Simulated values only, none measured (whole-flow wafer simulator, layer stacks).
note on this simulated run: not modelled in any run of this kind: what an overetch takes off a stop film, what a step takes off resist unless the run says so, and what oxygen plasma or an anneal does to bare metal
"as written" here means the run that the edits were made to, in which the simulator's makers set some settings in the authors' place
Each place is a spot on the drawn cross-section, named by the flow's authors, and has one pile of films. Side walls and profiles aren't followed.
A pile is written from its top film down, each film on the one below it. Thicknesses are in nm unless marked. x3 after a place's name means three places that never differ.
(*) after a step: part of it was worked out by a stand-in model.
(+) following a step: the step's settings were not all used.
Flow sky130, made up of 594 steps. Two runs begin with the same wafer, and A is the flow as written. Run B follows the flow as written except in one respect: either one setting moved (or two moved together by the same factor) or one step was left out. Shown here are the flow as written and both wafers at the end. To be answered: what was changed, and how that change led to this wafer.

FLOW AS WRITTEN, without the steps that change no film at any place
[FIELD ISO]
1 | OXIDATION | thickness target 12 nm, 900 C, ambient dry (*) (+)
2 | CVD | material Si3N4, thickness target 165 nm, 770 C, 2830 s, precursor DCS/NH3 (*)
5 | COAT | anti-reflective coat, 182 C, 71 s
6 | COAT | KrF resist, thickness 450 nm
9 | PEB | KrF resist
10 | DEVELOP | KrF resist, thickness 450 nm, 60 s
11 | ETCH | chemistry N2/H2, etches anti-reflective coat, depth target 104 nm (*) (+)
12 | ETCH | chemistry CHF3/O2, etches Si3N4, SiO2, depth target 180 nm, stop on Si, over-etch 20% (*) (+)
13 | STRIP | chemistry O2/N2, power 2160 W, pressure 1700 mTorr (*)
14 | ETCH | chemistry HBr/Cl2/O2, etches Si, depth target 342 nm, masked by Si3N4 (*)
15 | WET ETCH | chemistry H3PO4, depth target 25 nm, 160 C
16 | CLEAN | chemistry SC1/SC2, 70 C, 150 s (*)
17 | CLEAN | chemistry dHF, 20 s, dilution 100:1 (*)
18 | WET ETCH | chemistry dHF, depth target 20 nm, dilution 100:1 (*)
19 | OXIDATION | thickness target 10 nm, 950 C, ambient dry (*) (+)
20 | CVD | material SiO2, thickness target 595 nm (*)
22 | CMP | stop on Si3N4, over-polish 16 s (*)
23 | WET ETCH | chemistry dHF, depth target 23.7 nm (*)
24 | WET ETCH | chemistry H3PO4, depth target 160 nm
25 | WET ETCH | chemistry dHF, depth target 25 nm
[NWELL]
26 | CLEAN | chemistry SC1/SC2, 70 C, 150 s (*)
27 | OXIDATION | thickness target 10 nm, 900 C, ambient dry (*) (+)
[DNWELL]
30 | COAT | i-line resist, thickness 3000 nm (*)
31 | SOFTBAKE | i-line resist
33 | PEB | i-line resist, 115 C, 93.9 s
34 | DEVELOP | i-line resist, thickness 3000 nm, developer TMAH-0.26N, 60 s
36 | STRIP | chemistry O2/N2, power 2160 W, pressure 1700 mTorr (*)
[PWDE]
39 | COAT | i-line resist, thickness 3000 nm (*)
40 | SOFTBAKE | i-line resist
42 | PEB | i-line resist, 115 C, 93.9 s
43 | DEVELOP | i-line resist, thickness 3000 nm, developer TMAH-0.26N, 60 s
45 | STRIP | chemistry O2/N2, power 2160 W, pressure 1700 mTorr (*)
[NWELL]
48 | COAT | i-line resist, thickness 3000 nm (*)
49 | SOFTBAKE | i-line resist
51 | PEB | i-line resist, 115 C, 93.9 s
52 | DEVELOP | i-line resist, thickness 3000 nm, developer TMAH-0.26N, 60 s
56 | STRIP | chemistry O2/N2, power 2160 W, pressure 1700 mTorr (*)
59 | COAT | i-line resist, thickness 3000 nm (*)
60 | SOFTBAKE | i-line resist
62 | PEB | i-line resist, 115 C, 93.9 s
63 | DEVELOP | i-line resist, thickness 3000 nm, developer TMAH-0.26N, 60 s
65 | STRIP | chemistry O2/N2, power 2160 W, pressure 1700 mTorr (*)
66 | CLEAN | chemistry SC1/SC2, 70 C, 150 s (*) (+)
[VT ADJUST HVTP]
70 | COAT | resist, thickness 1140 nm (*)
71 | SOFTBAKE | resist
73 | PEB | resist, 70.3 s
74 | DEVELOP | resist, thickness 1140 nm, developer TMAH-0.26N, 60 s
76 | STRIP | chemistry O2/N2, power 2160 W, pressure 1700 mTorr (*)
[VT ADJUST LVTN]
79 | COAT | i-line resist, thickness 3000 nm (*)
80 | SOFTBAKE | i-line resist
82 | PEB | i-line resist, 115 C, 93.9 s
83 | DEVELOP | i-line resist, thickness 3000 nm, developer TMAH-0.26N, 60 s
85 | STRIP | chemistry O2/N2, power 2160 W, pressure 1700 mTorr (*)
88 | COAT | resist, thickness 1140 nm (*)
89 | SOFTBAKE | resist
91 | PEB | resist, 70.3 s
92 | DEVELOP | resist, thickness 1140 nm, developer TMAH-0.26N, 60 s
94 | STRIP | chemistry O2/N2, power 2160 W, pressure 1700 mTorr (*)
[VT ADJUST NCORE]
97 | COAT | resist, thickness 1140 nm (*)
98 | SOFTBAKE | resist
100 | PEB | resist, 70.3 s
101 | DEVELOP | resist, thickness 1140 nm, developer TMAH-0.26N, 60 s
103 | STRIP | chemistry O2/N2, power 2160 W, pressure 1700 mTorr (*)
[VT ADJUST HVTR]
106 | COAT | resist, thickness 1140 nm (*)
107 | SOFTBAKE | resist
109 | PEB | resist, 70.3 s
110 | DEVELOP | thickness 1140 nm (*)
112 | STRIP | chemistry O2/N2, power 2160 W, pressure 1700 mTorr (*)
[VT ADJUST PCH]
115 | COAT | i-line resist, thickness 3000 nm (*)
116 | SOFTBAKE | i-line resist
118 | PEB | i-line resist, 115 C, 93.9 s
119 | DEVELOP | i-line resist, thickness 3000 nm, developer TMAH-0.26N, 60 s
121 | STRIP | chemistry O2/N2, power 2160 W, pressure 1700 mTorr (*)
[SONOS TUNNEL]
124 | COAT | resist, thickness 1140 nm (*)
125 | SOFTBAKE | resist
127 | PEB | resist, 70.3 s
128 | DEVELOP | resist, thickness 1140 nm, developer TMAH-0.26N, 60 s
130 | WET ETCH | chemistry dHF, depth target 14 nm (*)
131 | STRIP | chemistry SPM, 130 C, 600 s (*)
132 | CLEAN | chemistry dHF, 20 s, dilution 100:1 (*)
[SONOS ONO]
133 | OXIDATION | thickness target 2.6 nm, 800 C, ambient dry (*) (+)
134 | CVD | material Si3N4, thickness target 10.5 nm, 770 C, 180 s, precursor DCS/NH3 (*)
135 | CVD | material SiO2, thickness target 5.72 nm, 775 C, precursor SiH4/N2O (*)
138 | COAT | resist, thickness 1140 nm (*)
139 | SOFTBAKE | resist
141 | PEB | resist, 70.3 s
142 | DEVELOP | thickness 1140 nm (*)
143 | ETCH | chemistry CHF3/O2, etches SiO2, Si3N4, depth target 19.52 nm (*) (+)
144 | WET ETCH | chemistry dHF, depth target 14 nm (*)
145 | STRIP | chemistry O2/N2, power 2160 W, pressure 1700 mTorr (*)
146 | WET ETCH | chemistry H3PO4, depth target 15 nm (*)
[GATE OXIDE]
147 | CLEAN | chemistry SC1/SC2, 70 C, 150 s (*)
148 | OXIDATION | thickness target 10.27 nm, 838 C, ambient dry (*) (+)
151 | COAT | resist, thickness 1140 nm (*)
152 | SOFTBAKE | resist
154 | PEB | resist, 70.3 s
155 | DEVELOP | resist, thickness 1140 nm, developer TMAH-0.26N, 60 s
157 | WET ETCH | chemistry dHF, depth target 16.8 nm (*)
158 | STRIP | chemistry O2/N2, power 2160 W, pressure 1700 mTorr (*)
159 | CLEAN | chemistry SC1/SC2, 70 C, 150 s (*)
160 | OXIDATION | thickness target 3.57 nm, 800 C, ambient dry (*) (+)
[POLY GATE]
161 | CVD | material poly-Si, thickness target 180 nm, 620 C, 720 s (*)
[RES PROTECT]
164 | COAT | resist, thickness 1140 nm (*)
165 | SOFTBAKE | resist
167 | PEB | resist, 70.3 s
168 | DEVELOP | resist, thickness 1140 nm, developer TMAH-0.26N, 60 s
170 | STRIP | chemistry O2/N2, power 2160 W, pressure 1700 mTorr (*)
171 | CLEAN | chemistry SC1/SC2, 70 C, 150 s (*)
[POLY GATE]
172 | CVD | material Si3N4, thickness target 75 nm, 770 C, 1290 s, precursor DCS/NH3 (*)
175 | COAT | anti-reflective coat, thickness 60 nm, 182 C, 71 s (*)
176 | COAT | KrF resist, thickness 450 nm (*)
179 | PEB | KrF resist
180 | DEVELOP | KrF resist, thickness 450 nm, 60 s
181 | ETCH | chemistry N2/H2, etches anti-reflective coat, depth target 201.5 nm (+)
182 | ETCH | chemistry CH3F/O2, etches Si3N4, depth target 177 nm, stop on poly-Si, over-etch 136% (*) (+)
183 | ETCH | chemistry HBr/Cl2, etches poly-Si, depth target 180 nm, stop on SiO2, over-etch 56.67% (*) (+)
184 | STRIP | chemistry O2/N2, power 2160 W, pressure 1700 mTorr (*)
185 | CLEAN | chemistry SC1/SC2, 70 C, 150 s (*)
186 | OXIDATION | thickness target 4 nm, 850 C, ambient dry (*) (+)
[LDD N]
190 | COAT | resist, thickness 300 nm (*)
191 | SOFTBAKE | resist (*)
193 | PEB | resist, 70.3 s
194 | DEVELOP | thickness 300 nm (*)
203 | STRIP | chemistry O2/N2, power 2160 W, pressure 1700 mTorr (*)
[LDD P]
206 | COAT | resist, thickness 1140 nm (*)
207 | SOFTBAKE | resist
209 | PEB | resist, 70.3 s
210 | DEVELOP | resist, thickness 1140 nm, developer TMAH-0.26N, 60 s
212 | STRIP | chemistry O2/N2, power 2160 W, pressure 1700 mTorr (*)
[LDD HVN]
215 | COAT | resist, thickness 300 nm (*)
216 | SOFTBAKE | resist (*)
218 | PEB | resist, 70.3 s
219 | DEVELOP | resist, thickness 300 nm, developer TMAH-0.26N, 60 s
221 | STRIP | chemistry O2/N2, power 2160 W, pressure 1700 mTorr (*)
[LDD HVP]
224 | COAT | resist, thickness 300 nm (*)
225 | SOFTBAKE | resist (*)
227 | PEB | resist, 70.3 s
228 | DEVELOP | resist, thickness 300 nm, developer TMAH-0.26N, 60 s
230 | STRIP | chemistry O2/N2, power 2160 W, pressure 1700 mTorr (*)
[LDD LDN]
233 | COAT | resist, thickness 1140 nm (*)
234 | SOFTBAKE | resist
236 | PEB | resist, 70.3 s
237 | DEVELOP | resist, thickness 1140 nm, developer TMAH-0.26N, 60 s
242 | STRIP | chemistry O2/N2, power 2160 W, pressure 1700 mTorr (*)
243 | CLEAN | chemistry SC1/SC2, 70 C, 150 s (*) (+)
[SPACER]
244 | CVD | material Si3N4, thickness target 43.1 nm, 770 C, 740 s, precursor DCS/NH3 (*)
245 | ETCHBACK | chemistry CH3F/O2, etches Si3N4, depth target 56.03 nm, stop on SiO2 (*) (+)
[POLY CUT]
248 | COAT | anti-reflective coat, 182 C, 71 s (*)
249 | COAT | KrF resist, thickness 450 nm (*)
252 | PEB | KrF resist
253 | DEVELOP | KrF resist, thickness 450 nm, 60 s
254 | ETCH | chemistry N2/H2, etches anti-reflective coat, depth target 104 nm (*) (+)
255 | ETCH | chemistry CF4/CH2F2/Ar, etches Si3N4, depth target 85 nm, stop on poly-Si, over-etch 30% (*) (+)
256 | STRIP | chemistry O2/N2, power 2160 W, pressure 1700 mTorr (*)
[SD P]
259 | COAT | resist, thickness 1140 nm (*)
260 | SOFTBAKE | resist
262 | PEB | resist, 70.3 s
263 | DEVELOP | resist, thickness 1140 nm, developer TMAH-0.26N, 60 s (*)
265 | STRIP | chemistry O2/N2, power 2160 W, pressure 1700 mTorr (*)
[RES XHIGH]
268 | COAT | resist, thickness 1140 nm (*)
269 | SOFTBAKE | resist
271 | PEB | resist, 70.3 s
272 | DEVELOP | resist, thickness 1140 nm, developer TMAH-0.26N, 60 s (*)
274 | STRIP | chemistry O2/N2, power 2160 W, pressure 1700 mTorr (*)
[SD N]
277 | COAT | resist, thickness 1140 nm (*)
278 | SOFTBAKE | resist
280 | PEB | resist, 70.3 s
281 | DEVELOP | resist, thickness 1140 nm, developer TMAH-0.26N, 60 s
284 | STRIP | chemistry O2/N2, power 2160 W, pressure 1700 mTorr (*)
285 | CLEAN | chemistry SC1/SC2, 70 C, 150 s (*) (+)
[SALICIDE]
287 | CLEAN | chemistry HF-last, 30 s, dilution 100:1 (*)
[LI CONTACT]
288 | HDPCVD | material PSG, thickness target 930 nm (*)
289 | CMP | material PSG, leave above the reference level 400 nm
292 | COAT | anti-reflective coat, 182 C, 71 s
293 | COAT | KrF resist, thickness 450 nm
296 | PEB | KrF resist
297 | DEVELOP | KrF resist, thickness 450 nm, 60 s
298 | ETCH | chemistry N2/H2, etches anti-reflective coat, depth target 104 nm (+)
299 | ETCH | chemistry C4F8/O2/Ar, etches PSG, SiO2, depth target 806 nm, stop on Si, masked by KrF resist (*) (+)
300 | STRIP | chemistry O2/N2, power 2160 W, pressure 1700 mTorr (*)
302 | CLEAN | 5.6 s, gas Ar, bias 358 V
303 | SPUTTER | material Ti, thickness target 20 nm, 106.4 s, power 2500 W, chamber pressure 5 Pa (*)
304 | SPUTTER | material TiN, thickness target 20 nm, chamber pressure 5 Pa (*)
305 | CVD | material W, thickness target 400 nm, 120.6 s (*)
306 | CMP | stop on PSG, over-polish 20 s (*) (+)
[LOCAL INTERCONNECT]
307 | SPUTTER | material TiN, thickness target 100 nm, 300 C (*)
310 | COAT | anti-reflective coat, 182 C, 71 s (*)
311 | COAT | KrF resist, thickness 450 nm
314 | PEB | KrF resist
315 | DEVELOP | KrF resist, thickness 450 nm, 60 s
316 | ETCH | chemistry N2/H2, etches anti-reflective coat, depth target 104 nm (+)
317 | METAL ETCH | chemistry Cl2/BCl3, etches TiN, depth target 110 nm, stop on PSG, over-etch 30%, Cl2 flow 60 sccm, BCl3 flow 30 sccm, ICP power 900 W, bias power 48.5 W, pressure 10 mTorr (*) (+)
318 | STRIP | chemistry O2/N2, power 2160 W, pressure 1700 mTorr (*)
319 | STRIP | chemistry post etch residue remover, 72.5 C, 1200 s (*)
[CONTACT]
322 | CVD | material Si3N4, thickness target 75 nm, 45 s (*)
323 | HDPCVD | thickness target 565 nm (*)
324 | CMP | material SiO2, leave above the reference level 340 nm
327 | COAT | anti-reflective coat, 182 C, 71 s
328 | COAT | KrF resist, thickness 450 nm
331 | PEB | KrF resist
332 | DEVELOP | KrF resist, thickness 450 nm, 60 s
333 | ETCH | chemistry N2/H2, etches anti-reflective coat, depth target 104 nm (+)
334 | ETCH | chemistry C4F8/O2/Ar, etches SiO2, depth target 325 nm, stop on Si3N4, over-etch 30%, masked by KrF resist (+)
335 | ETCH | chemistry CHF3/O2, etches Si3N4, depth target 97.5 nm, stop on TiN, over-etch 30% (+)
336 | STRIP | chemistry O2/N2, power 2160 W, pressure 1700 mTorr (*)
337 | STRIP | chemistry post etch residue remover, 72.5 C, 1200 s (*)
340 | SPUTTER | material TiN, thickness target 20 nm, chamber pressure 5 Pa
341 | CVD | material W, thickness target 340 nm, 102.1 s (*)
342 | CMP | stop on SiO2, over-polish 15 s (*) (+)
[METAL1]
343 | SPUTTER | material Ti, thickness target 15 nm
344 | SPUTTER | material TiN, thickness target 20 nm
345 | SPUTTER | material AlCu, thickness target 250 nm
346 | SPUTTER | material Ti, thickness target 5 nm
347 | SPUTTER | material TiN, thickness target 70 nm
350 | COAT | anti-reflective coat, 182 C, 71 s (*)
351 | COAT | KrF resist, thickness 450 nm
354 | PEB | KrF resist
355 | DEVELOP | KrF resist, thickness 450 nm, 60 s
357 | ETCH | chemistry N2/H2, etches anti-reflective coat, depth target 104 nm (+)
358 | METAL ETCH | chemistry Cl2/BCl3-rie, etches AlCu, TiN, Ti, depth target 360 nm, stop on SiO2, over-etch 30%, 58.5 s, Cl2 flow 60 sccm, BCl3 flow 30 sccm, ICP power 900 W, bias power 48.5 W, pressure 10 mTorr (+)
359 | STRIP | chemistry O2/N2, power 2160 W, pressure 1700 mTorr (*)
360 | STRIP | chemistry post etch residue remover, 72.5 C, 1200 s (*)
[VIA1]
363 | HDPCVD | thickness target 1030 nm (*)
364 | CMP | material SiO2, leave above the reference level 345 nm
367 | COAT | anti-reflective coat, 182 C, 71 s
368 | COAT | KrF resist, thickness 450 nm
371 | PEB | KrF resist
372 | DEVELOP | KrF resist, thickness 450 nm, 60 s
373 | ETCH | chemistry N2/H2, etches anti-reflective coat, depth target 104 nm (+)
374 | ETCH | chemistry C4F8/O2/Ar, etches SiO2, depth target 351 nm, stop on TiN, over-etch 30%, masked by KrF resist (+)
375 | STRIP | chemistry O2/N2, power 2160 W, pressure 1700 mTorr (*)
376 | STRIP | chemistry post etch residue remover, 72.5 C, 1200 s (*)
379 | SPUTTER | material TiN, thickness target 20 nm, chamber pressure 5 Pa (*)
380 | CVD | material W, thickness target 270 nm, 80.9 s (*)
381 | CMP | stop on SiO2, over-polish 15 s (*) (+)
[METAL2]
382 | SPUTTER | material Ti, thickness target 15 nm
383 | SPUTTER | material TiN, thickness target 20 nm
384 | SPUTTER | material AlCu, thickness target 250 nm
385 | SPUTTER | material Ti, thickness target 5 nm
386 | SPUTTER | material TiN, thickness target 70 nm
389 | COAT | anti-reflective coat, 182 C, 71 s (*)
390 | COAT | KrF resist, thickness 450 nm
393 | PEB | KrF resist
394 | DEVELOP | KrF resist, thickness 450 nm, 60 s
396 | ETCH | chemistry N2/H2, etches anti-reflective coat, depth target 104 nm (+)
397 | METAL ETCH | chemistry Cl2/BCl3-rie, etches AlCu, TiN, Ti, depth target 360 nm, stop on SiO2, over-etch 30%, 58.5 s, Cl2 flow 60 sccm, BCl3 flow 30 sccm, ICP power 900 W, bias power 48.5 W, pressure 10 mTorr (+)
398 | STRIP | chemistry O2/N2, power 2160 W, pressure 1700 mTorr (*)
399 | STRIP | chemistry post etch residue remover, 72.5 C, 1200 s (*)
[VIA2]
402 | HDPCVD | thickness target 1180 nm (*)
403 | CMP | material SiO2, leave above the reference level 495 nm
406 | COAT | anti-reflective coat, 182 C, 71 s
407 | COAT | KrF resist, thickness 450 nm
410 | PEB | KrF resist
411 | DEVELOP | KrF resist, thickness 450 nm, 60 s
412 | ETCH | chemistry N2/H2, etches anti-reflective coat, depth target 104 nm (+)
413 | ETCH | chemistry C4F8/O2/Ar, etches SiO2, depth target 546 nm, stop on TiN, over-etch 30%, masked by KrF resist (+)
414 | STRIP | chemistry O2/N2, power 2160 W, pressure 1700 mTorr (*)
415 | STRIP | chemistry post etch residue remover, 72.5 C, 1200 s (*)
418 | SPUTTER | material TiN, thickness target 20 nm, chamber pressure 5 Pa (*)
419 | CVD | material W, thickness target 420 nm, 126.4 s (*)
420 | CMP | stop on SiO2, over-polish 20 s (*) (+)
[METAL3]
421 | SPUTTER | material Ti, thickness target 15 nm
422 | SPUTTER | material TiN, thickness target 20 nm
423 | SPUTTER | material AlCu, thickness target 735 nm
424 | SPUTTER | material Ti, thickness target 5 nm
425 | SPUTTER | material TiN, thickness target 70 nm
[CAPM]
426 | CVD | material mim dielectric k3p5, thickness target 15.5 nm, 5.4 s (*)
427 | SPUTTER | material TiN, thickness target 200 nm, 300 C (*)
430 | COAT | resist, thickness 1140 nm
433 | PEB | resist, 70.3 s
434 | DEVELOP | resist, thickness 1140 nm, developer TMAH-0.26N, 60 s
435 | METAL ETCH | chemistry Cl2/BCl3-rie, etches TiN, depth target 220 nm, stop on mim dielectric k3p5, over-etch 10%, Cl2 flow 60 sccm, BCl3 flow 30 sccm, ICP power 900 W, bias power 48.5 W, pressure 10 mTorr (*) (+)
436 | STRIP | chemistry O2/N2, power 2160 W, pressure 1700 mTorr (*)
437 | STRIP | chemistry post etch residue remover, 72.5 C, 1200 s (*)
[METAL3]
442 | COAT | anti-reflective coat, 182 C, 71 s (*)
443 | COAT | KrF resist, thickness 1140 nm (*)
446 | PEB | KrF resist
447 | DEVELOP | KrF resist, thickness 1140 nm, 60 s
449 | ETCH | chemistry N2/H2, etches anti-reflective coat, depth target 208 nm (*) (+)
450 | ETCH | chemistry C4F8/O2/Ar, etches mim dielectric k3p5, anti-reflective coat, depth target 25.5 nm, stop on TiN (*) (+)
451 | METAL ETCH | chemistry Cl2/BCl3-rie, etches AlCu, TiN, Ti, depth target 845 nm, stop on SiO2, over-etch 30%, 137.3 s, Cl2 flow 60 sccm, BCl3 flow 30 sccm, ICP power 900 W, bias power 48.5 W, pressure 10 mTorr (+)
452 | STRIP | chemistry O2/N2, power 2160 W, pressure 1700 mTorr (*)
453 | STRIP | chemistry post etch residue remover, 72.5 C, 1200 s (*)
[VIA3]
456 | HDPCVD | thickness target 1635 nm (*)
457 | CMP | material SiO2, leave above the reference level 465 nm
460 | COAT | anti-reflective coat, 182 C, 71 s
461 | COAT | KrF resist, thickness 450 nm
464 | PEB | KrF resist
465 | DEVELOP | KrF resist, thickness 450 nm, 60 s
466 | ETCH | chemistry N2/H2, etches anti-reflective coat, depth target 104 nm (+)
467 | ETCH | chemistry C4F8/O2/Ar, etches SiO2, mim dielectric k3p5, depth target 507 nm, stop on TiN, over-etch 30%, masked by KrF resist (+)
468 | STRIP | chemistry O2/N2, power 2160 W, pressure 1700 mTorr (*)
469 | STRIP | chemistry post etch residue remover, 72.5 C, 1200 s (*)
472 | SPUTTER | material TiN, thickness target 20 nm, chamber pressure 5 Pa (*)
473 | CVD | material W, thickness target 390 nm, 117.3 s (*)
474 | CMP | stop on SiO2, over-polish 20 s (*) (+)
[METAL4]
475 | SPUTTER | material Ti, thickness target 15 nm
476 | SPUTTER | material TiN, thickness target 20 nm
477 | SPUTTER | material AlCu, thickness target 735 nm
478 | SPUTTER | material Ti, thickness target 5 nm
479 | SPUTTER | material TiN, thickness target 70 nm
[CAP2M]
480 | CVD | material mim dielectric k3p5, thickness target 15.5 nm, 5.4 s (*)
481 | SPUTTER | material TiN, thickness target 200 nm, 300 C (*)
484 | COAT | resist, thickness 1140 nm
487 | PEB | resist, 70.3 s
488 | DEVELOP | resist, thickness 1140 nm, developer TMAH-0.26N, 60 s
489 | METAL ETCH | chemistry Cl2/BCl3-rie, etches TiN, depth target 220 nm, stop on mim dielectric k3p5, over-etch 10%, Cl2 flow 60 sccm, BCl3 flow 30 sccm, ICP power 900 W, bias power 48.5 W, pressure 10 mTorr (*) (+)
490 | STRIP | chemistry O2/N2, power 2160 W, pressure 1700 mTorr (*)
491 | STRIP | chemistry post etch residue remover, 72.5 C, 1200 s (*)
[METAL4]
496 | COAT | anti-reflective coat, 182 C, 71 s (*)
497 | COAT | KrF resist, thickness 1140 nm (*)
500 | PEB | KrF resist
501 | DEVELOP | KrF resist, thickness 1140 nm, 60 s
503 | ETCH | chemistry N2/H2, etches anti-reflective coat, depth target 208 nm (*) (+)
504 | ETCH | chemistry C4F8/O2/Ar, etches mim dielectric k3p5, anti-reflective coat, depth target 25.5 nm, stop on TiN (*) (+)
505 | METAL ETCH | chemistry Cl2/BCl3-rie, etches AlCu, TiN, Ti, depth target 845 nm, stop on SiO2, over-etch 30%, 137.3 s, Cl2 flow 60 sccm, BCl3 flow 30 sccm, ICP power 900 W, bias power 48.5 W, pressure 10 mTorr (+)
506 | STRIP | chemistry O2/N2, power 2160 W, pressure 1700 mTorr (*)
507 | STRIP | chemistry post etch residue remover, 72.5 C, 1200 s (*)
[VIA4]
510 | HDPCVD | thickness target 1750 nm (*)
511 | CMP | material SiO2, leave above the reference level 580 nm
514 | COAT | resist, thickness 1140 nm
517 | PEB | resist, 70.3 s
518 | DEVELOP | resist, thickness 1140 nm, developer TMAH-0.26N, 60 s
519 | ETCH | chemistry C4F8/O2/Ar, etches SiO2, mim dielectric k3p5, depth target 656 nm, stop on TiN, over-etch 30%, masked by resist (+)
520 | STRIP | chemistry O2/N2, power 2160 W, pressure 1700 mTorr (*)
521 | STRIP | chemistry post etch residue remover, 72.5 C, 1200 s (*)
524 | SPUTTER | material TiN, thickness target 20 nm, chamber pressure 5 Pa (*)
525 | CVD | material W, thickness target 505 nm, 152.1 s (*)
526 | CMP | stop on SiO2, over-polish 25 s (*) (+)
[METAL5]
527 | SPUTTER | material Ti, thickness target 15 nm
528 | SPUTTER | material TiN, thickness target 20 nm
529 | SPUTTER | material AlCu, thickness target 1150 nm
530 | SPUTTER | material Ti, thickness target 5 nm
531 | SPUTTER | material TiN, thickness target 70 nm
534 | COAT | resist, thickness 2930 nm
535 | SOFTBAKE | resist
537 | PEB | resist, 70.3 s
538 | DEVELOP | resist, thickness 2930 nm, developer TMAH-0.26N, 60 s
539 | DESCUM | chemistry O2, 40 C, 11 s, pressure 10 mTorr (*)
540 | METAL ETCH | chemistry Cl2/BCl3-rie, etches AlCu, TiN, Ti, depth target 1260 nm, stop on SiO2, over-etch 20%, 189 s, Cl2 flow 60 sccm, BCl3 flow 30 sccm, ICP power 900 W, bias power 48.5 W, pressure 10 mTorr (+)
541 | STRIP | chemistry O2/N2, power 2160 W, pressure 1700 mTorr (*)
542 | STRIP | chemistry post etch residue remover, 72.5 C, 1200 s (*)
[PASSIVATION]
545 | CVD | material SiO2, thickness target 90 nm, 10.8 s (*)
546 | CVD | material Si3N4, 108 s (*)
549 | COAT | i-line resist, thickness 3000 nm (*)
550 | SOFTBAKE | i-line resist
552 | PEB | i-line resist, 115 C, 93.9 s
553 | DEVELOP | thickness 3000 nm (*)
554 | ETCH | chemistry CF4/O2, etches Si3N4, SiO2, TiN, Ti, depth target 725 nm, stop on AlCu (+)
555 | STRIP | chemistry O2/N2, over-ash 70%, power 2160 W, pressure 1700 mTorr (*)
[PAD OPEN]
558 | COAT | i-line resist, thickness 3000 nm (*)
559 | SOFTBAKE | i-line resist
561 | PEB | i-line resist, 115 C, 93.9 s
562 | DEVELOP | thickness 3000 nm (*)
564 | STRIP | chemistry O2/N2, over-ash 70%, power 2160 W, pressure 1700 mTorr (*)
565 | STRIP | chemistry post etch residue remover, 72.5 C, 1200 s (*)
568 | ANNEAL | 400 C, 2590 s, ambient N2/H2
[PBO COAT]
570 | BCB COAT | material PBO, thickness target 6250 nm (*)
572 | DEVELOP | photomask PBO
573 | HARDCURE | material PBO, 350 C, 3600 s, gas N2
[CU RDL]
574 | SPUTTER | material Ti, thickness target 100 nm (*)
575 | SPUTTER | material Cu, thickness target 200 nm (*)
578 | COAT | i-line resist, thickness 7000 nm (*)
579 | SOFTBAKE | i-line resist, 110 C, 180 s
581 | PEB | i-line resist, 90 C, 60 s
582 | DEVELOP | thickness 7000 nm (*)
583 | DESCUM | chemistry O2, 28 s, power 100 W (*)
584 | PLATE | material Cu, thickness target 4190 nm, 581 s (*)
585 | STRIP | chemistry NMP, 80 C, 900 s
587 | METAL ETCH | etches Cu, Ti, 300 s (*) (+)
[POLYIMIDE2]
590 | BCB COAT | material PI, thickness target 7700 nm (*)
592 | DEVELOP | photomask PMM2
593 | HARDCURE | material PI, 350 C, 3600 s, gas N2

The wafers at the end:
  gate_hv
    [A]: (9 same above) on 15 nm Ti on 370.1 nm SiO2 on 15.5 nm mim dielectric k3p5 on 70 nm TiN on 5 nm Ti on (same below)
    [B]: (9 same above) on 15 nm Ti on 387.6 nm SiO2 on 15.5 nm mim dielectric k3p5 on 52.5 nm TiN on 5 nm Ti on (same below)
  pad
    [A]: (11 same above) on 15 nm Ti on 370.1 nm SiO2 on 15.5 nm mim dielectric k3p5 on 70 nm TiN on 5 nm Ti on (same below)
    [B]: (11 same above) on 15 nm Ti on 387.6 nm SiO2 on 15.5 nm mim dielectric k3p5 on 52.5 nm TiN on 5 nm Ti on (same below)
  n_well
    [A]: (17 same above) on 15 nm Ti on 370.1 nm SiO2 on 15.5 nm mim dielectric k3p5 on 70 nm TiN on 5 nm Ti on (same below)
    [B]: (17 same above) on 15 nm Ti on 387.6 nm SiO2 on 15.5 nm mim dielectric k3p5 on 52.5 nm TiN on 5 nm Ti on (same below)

The reason: step 425, SPUTTER: thickness target 52.5 nm was run, while the flow as written has thickness target 70 nm.
One can read it off the wafer: gate_hv has TiN 52.5, and step 425 as written asks for 70 nm.

Step by step, how the change led to this:
  425 | SPUTTER | material TiN, thickness target 70 nm
      field, active, n_well and 188 more: A TiN gains 70 (new film) | B TiN gains 52.5 (new film)
  451 | METAL ETCH | chemistry Cl2/BCl3-rie, etches AlCu, TiN, Ti, depth target 845 nm, stop on SiO2, over-etch 30%, 137.3 s, Cl2 flow 60 sccm, BCl3 flow 30 sccm, ICP power 900 W, bias power 48.5 W, pressure 10 mTorr (+)
      field, gate, spacer and 68 more: A TiN loses 70 (all of it), Ti loses 5 (all of it), AlCu loses 735 (all of it), TiN loses 20 (all of it), Ti loses 15 (all of it), SiO2 loses 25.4 | B TiN loses 52.5 (all of it), Ti loses 5 (all of it), AlCu loses 735 (all of it), TiN loses 20 (all of it), Ti loses 15 (all of it), SiO2 loses 27.1
      active, vpp_ln, vpp_iso2 and 11 more: A TiN loses 70 (all of it), Ti loses 5 (all of it), AlCu loses 735 (all of it), TiN loses 20 (all of it), Ti loses 15 (all of it), SiO2 loses 25.3 | B TiN loses 52.5 (all of it), Ti loses 5 (all of it), AlCu loses 735 (all of it), TiN loses 20 (all of it), Ti loses 15 (all of it), SiO2 loses 27.1
  467 | ETCH | chemistry C4F8/O2/Ar, etches SiO2, mim dielectric k3p5, depth target 507 nm, stop on TiN, over-etch 30%, masked by KrF resist (+)
      m1: A SiO2 loses 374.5 (all of it), mim dielectric k3p5 loses 15.5 (all of it) | B SiO2 loses 392 (all of it), mim dielectric k3p5 loses 15.5 (all of it)
      via3_hole: A SiO2 loses 373.9 (all of it), mim dielectric k3p5 loses 15.5 (all of it) | B SiO2 loses 391.4 (all of it), mim dielectric k3p5 loses 15.5 (all of it)
  473 | CVD | material W, thickness target 390 nm, 117.3 s (*)
      m1: A W gains 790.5 (new film) | B W gains 808.2 (new film)
      via3_hole: A W gains 789.9 (new film) | B W gains 807.6 (new film)
